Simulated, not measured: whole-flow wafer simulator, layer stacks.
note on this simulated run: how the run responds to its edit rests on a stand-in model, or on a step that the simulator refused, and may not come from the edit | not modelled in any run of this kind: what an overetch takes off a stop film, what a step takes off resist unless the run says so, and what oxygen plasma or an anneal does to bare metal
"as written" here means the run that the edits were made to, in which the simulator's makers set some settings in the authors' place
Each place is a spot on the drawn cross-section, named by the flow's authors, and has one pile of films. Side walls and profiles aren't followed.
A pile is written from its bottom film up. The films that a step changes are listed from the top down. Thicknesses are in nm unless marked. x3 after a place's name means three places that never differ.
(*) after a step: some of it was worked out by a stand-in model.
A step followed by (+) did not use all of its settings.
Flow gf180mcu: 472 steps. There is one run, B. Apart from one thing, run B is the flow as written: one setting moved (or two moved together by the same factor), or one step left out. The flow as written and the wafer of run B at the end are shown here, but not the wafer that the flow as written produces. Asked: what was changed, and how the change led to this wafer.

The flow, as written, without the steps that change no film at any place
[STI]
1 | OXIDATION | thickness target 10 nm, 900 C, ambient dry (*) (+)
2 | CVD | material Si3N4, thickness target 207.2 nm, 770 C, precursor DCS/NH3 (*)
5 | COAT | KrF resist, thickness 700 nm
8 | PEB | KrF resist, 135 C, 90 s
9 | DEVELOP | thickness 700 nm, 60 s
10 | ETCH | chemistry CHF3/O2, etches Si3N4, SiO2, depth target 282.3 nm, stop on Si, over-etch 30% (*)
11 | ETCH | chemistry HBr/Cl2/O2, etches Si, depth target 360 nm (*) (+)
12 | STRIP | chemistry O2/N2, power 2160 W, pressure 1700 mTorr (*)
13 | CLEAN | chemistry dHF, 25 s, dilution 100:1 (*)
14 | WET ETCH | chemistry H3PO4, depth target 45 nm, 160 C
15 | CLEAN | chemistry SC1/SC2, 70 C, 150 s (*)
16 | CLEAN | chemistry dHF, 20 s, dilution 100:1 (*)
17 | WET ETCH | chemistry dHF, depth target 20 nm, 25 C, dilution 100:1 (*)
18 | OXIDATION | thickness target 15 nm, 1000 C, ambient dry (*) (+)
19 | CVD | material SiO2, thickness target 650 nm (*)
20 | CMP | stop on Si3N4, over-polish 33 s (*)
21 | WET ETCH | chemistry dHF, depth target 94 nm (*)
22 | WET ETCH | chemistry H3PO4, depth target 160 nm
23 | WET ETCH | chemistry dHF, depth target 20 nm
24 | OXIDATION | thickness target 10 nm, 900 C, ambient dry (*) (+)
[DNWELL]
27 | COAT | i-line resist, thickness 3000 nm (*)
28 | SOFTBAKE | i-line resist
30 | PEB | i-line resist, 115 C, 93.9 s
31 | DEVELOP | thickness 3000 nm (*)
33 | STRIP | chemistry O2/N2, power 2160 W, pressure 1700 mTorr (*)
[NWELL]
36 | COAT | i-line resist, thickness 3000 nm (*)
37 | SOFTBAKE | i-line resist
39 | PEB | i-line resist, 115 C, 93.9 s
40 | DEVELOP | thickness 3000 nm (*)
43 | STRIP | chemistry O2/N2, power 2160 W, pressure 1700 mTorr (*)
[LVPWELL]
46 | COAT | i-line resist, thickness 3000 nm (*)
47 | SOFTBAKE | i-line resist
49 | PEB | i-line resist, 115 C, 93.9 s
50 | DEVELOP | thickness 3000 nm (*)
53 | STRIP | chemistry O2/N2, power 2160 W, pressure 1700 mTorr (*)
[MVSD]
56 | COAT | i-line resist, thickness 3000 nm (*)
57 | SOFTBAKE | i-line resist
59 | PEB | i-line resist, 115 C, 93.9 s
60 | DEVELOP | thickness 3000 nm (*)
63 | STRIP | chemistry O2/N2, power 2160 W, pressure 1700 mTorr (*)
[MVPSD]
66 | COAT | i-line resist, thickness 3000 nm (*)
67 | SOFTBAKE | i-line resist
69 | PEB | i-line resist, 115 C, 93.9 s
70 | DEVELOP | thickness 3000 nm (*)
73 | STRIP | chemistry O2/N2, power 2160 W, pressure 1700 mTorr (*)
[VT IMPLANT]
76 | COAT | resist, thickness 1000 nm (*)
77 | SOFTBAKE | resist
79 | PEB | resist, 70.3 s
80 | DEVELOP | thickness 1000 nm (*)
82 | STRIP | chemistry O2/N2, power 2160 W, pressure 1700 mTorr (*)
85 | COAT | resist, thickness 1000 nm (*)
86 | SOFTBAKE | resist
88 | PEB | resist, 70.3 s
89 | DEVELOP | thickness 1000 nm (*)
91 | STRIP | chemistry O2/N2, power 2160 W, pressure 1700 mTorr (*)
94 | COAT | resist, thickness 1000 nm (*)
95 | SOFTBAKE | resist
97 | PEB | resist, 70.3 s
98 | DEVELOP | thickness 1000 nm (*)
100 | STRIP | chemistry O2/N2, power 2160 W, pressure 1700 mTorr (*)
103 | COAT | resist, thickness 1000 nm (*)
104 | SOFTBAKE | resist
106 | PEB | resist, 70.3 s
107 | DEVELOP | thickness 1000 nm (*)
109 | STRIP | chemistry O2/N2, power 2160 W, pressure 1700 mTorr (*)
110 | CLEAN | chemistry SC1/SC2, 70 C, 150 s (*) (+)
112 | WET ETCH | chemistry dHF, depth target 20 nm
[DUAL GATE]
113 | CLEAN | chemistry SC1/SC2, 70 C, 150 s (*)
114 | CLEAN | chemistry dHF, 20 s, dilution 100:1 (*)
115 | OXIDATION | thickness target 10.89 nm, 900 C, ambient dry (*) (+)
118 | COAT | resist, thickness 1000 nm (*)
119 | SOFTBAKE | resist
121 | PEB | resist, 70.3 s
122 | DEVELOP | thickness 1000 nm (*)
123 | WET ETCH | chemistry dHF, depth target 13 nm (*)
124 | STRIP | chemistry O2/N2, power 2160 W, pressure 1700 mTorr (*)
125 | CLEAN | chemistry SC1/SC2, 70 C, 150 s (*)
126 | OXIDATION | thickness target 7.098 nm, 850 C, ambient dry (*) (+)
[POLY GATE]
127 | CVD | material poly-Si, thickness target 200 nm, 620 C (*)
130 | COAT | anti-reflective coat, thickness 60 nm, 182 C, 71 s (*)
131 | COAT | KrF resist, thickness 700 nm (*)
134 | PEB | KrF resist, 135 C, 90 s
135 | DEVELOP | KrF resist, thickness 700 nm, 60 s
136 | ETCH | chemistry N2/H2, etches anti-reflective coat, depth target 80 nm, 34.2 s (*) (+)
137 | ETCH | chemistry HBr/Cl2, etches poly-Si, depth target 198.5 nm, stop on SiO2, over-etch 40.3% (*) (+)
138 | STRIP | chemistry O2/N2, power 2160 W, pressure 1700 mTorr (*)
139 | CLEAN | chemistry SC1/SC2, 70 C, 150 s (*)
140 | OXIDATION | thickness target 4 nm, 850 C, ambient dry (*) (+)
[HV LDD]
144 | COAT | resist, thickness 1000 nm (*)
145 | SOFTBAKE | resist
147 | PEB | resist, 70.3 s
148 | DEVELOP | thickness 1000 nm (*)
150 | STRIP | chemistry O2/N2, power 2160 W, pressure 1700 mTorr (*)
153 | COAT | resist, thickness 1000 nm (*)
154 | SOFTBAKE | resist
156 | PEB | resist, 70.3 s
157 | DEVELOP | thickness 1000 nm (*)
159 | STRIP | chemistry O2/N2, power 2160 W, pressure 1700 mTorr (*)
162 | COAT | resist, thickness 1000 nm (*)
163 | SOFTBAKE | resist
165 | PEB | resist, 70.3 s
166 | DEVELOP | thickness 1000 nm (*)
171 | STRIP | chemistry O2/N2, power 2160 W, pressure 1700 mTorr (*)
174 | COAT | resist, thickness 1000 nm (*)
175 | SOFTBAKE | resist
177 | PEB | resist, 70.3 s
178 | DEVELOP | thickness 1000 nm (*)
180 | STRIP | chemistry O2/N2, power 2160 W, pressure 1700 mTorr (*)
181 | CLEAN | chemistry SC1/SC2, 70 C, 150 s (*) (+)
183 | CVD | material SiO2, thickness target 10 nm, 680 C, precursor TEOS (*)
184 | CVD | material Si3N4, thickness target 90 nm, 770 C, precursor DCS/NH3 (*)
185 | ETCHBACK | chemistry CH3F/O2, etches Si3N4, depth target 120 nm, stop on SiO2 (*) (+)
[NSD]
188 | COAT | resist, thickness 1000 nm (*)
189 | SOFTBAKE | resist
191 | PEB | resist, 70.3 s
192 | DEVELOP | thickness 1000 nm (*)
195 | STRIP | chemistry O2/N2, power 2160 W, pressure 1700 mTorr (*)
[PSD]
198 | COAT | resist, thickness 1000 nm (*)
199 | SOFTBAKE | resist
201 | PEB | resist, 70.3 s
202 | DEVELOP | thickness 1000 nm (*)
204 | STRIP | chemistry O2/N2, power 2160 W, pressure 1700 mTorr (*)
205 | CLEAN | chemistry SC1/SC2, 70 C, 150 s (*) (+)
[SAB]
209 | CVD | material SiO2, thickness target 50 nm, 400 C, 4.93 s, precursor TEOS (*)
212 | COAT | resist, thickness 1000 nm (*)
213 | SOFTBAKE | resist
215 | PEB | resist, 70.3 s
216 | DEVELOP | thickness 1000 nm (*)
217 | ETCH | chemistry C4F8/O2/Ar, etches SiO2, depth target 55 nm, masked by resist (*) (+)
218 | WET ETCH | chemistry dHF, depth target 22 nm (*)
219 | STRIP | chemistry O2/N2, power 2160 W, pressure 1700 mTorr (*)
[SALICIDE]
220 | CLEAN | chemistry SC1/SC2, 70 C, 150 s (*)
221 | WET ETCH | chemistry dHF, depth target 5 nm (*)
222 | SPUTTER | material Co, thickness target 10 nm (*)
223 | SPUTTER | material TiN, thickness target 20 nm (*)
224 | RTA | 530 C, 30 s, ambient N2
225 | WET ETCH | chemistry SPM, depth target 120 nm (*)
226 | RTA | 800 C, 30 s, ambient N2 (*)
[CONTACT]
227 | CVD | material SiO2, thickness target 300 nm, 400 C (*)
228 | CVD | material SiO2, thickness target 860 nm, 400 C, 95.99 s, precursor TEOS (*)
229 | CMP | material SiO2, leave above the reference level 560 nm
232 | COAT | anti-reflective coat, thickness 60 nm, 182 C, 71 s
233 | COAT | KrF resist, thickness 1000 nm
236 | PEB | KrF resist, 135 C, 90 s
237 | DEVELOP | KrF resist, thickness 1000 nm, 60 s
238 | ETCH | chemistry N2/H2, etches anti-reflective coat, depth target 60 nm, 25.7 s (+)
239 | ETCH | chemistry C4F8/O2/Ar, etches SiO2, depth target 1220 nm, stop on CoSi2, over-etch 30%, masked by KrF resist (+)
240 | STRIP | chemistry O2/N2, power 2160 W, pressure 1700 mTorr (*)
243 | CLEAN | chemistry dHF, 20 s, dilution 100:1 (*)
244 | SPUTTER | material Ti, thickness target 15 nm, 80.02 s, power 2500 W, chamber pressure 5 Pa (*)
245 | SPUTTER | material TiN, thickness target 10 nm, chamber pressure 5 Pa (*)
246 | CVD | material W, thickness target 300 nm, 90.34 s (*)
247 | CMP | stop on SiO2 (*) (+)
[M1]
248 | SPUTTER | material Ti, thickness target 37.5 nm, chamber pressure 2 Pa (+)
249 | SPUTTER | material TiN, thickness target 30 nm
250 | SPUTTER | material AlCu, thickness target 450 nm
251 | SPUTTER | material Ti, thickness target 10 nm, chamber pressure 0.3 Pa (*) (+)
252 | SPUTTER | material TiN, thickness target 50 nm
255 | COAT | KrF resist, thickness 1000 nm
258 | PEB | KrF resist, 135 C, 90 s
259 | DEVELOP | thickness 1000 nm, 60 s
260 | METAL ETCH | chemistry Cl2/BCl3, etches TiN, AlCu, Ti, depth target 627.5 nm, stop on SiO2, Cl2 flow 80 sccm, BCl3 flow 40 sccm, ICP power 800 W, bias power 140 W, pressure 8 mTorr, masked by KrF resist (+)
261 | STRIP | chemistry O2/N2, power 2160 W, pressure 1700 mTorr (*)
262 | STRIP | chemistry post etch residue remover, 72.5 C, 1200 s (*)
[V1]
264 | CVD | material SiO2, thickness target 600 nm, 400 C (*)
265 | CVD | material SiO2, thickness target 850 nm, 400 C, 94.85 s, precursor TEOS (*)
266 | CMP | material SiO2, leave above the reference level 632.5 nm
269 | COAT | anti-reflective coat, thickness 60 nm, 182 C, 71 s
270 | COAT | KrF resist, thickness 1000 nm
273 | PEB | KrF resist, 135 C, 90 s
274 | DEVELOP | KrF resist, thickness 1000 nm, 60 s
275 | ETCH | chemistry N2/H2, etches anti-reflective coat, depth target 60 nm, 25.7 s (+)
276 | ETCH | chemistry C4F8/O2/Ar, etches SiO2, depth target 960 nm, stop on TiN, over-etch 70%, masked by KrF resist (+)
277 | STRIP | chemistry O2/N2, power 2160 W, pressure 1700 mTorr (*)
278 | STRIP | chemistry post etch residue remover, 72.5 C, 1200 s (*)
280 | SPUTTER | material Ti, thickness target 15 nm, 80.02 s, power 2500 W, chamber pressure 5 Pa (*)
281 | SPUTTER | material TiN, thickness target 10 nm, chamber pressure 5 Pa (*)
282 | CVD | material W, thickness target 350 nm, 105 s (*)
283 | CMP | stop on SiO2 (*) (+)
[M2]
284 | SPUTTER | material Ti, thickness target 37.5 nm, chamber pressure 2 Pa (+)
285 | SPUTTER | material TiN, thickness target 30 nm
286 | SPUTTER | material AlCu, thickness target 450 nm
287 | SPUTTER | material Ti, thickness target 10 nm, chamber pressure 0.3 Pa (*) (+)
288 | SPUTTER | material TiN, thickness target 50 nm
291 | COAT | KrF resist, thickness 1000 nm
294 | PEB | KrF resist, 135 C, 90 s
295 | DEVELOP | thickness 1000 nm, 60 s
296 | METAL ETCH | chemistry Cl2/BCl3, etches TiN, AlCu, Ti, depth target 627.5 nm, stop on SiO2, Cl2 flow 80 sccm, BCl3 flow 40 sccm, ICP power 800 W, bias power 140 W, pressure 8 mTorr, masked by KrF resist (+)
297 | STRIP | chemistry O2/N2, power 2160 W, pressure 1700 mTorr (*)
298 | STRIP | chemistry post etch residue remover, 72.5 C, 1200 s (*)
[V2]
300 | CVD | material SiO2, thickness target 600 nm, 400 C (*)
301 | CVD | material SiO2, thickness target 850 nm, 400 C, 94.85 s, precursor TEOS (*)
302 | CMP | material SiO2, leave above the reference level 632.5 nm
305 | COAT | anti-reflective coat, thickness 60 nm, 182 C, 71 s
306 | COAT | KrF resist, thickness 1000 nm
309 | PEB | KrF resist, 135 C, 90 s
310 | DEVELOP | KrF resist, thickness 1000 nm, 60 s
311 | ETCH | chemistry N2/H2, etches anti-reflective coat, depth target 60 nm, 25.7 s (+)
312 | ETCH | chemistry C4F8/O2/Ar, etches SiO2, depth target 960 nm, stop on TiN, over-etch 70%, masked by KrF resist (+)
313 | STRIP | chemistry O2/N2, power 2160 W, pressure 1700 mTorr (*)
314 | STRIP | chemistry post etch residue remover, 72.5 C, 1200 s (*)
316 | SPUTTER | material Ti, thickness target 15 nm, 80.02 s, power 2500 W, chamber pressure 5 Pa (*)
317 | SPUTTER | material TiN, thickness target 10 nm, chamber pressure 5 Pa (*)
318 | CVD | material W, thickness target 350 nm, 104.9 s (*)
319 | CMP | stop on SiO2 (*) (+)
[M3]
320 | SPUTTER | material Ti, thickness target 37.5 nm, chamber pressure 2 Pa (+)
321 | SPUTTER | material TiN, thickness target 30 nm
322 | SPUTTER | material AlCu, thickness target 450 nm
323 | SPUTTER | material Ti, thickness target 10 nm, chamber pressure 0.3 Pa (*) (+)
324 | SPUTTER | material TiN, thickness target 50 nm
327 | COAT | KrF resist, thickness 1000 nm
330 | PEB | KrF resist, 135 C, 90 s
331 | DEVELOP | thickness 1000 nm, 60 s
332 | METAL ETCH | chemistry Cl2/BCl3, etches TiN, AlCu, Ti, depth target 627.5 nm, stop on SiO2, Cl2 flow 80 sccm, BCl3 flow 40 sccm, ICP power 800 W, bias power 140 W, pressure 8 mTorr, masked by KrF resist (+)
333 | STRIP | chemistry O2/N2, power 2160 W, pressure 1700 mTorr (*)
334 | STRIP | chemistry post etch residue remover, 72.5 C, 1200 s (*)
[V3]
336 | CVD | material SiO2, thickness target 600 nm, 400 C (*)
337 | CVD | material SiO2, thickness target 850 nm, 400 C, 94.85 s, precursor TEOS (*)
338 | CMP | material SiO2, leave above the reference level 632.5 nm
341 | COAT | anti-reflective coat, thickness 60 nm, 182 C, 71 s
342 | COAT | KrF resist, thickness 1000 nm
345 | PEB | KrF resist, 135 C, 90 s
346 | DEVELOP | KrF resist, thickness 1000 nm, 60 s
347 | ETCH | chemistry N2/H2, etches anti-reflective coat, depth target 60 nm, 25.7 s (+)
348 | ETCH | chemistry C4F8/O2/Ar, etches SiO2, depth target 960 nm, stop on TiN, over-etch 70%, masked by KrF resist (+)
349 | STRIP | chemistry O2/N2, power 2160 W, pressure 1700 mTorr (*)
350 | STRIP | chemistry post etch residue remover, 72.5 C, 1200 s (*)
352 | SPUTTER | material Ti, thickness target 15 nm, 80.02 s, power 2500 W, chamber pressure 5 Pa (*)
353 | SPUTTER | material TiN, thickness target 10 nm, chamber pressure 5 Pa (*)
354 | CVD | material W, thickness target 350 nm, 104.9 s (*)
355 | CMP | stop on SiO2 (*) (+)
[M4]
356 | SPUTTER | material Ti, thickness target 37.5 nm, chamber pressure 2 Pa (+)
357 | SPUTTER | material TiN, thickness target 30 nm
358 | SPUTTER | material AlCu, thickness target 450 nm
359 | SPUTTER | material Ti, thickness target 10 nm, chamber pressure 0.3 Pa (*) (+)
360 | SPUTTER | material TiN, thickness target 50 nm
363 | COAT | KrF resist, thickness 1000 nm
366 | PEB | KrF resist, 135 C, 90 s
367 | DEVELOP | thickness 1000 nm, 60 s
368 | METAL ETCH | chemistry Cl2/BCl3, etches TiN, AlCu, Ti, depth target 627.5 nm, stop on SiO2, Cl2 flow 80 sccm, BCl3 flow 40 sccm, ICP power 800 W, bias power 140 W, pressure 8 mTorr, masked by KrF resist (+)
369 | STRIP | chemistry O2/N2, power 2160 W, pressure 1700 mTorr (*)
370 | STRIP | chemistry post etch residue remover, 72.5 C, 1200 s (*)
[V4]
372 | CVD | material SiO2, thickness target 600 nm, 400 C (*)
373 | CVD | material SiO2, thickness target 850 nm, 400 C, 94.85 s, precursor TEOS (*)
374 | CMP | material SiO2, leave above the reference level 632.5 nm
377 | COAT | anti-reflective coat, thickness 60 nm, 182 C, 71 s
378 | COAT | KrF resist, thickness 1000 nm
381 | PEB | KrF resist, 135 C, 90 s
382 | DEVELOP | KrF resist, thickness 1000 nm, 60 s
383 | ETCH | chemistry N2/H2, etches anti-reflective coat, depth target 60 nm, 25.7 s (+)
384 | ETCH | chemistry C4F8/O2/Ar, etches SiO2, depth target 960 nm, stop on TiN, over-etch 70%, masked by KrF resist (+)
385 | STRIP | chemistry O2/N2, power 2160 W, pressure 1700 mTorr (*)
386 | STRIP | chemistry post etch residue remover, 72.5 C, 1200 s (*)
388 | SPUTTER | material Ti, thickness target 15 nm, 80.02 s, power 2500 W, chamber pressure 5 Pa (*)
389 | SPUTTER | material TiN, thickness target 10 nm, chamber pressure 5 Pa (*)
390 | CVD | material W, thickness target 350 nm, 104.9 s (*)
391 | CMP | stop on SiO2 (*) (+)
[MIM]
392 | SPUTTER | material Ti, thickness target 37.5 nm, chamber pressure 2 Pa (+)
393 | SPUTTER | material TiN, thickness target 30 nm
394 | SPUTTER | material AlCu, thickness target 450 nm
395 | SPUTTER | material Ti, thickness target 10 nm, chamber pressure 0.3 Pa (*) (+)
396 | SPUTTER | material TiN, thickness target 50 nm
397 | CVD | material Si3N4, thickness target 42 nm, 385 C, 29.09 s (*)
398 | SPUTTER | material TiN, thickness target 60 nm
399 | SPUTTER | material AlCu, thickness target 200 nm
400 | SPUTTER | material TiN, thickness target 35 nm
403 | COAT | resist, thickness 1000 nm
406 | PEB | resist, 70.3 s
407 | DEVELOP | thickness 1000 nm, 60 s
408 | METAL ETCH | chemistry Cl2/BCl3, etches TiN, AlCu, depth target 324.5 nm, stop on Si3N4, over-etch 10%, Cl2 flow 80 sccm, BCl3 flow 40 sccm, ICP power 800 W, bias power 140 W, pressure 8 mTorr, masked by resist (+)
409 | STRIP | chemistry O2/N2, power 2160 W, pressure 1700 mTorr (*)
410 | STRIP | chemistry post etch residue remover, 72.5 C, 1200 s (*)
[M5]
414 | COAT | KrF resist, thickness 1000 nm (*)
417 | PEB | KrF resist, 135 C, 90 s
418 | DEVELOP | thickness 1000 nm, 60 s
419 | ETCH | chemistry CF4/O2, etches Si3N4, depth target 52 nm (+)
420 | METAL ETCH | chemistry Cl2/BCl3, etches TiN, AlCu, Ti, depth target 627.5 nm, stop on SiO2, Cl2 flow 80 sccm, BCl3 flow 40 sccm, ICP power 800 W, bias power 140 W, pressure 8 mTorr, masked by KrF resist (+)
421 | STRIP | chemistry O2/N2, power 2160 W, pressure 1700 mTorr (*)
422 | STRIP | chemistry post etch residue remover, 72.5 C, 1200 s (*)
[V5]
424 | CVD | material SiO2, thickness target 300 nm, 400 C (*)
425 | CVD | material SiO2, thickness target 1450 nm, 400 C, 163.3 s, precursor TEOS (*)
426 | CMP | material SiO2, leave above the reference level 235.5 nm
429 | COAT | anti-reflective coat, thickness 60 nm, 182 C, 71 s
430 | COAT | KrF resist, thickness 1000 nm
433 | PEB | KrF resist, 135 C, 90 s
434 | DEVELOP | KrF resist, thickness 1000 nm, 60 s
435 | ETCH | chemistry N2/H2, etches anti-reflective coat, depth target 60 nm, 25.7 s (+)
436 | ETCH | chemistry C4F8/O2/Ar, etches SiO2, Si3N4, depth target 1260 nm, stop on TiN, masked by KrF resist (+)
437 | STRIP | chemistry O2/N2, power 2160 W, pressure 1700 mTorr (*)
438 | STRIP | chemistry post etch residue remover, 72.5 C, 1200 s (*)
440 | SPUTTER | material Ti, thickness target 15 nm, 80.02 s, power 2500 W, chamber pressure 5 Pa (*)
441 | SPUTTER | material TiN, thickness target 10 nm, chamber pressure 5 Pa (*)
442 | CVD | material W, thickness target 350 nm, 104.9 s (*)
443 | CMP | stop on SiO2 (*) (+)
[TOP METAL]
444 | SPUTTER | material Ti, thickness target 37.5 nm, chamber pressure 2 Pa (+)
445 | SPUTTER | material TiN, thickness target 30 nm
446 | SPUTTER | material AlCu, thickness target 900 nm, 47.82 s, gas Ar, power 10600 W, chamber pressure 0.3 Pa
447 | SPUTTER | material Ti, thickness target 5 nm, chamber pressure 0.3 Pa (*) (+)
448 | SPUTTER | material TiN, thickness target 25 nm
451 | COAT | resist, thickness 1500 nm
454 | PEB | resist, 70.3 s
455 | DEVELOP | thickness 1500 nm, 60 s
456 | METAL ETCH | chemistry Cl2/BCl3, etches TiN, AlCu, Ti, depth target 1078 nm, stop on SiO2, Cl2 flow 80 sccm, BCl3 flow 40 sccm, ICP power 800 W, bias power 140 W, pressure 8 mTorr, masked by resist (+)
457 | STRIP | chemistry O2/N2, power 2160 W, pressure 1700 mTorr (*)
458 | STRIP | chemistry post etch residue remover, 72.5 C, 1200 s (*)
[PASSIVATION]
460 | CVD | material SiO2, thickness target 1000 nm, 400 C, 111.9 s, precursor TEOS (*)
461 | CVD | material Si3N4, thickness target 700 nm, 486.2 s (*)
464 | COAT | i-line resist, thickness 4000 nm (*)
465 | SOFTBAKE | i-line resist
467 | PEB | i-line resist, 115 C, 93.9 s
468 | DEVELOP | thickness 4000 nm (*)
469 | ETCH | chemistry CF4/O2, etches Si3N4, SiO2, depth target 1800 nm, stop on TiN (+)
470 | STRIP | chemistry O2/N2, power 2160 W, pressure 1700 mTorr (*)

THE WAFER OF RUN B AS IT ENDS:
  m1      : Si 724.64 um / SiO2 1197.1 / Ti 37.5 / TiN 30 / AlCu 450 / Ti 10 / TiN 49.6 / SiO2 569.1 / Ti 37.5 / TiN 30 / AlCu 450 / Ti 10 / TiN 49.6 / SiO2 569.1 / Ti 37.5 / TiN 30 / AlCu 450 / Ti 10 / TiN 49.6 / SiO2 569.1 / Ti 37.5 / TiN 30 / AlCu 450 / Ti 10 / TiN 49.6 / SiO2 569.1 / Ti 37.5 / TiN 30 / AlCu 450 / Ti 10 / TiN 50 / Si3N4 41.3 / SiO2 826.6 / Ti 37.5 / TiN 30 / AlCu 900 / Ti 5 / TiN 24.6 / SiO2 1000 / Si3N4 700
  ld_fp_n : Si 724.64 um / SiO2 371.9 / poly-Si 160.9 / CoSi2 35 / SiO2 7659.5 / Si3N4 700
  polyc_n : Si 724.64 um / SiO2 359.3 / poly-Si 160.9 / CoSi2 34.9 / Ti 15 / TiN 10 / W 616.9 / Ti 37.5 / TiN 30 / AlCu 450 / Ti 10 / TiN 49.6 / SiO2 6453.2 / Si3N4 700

The reason: step 23, WET ETCH: depth target 27 nm was run, whereas the flow has depth target 20 nm.

The path from the change to this, step by step:
  23 | WET ETCH | chemistry dHF, depth target 20 nm
      field, field_sub, sti and 34 more: -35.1 SiO2 (in the flow as written it would be: -26 SiO2)
  28 | SOFTBAKE | i-line resist
      ldn_fp, ldn_drn: +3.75 i-line resist (in the flow as written it would be: +4.83 i-line resist)
      field: +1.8 i-line resist (in the flow as written it would be: +2.45 i-line resist)
      (also at 30 further places)
  37 | SOFTBAKE | i-line resist
      ldn_fp, ldn_drn: +3.75 i-line resist (in the flow as written it would be: +4.83 i-line resist)
      field: +1.8 i-line resist (in the flow as written it would be: +2.45 i-line resist)
      (also at 30 further places)
  47 | SOFTBAKE | i-line resist
      ldn_fp, ldn_drn: +3.75 i-line resist (in the flow as written it would be: +4.83 i-line resist)
      field: +1.8 i-line resist (in the flow as written it would be: +2.45 i-line resist)
      (also at 30 further places)
  57 | SOFTBAKE | i-line resist
      ldn_fp, ldn_drn: +3.75 i-line resist (in the flow as written it would be: +4.83 i-line resist)
      field: +1.8 i-line resist (in the flow as written it would be: +2.45 i-line resist)
      (also at 30 further places)
  67 | SOFTBAKE | i-line resist
      ldn_fp, ldn_drn: +3.75 i-line resist (in the flow as written it would be: +4.83 i-line resist)
      field: +1.8 i-line resist (in the flow as written it would be: +2.45 i-line resist)
      (also at 30 further places)
  130 | COAT | anti-reflective coat, thickness 60 nm, 182 C, 71 s (*)
      p_well, spacer, sd_n: +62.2 anti-reflective coat (new film) (in the flow as written it would be: +70.9 anti-reflective coat (new film))
      ldn_ch, ldp_ch: +63.6 anti-reflective coat (new film) (in the flow as written it would be: +66.7 anti-reflective coat (new film))
      (also at 69 further places)
  136 | ETCH | chemistry N2/H2, etches anti-reflective coat, depth target 80 nm, 34.2 s (*) (+)
      p_well, spacer, sd_n: -62.2 anti-reflective coat (all of it), -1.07 poly-Si (in the flow as written it would be: -70.9 anti-reflective coat (all of it), -0.85 poly-Si)
      field__w1: -54.8 anti-reflective coat (all of it), -1.26 poly-Si (in the flow as written it would be: -50.8 anti-reflective coat (all of it), -1.37 poly-Si)
      (also at 49 further places)
  138 | STRIP | chemistry O2/N2, power 2160 W, pressure 1700 mTorr (*)
      gate: +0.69 chemical SiO2 (new film), -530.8 KrF resist (all of it), -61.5 anti-reflective coat (all of it), -0.3 poly-Si (in the flow as written it would be: +0.68 chemical SiO2 (new film), -531.7 KrF resist (all of it), -65.5 anti-reflective coat (all of it), -0.3 poly-Si)
      gate_hv: +0.69 chemical SiO2 (new film), -526.2 KrF resist (all of it), -59.6 anti-reflective coat (all of it), -0.3 poly-Si (in the flow as written it would be: +0.68 chemical SiO2 (new film), -528.4 KrF resist (all of it), -61 anti-reflective coat (all of it), -0.3 poly-Si)
      (also at 19 further places)
  145 | SOFTBAKE | resist
      field: +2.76 resist (in the flow as written it would be: -0.3 resist)
      gate_p_hv: -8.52 resist (in the flow as written it would be: -7.98 resist)
  154 | SOFTBAKE | resist
      field: +2.76 resist (in the flow as written it would be: -0.3 resist)
      gate_p_hv: -8.52 resist (in the flow as written it would be: -7.98 resist)
  163 | SOFTBAKE | resist
      field: +2.76 resist (in the flow as written it would be: -0.3 resist)
      gate_p_hv: -8.52 resist (in the flow as written it would be: -7.98 resist)
  175 | SOFTBAKE | resist
      field: +2.76 resist (in the flow as written it would be: -0.3 resist)
      gate_p_hv: -8.52 resist (in the flow as written it would be: -7.98 resist)
  189 | SOFTBAKE | resist
      active_hv: -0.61 resist (in the flow as written it would be: +2.68 resist)
      nw_enc_fld_lv__w3: -1.68 resist (in the flow as written it would be: +2.11 resist)
  199 | SOFTBAKE | resist
      active_hv: -0.61 resist (in the flow as written it would be: +2.68 resist)
      nw_enc_fld_lv__w3: -1.68 resist (in the flow as written it would be: +2.11 resist)
  213 | SOFTBAKE | resist
      nw_enc_fld_lv__w3: -1.94 resist (in the flow as written it would be: +1.83 resist)
      gate_p_hv: -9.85 resist (in the flow as written it would be: -9.34 resist)
  ... 3 other steps ...
  229 | CMP | material SiO2, leave above the reference level 560 nm
      ldn_sep__w1, ldn_sep__w2, ldn_dft and 8 more: -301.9 SiO2 (in the flow as written it would be: -311 SiO2)
      sti, mim_1p0, pad, dice_street, iso_nw_fld, iso_fld_sub: -287.8 SiO2 (in the flow as written it would be: -296.8 SiO2)
      (also at 38 further places)
